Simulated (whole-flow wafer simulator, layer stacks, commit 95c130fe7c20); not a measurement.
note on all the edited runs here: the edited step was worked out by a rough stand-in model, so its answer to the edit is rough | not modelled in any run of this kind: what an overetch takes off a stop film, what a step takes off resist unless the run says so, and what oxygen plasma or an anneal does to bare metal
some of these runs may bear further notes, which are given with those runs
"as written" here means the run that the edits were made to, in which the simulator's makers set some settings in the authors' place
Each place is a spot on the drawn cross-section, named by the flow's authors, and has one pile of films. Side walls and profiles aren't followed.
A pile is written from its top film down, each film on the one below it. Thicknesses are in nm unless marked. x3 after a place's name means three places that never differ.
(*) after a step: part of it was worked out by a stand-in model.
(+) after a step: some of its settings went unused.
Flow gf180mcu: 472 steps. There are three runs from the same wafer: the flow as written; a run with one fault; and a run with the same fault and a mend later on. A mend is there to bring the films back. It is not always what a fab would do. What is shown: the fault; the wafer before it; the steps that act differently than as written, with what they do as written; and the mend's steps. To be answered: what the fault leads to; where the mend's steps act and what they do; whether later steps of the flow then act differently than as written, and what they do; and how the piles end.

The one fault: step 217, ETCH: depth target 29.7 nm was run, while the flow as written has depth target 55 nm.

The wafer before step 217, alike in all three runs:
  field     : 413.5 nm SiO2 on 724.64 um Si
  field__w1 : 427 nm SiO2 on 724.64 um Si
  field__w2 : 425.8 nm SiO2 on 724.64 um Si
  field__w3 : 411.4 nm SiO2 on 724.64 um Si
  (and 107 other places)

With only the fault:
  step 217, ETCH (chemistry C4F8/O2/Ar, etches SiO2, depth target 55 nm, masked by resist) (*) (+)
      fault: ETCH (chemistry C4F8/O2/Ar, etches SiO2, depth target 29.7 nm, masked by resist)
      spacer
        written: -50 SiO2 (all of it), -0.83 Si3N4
        fault: -29.7 SiO2
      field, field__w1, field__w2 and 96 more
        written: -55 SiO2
        fault: -29.7 SiO2
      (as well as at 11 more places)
  Steps further on in the flow that do not act as written (7 other steps are not shown; they differ only slightly, by no more than 2% or 0.5 nm, whichever is larger):
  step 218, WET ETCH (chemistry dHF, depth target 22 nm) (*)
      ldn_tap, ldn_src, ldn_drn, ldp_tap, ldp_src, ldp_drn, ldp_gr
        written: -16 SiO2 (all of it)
        fault: -38.9 SiO2
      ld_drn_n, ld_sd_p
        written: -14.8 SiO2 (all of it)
        fault: -38 SiO2
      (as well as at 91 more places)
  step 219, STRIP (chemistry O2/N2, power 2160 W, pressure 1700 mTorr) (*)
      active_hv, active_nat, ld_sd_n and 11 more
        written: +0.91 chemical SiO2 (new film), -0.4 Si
        fault: nothing
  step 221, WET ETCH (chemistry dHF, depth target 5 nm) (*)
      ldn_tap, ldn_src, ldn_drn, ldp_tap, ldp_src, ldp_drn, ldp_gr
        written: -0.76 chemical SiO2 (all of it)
        fault: -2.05 SiO2 (all of it)
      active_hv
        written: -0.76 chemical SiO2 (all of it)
        fault: -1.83 SiO2 (all of it)
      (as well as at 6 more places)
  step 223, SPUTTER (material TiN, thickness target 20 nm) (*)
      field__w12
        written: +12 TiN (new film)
        fault: +12.7 TiN (new film)
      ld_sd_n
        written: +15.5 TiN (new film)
        fault: +16.1 TiN (new film)
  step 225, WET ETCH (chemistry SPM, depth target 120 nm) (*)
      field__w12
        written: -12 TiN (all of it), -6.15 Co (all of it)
        fault: -12.7 TiN (all of it), -6.46 Co (all of it)
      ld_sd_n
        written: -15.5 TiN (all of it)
        fault: -16.1 TiN (all of it)
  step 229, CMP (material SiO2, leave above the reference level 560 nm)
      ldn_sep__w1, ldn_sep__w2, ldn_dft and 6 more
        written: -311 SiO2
        fault: -320.8 SiO2
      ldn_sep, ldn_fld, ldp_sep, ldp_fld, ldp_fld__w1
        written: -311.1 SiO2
        fault: -320.9 SiO2
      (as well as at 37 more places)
  When the end is reached, the piles differ only a little from the flow's at the places that both follow, at most by 2% or 0.5 nm, whichever is larger.

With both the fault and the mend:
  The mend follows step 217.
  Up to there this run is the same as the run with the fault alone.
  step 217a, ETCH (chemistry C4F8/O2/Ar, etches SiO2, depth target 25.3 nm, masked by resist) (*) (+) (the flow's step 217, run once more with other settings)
      field, field__w1, field__w2 and 96 more
        -25.3 SiO2
      field__w5, field__w9, field__w13 and 8 more
        -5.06 resist
      spacer
        -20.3 SiO2 (all of it), -0.83 Si3N4
  Later steps of the flow that are run all act as written at every place that is followed, up to a difference of at most 2% or 0.5 nm, whichever is larger.
  When the end is reached, the piles differ only a little from the flow's at the places that both follow, at most by 2% or 0.5 nm, whichever is larger.
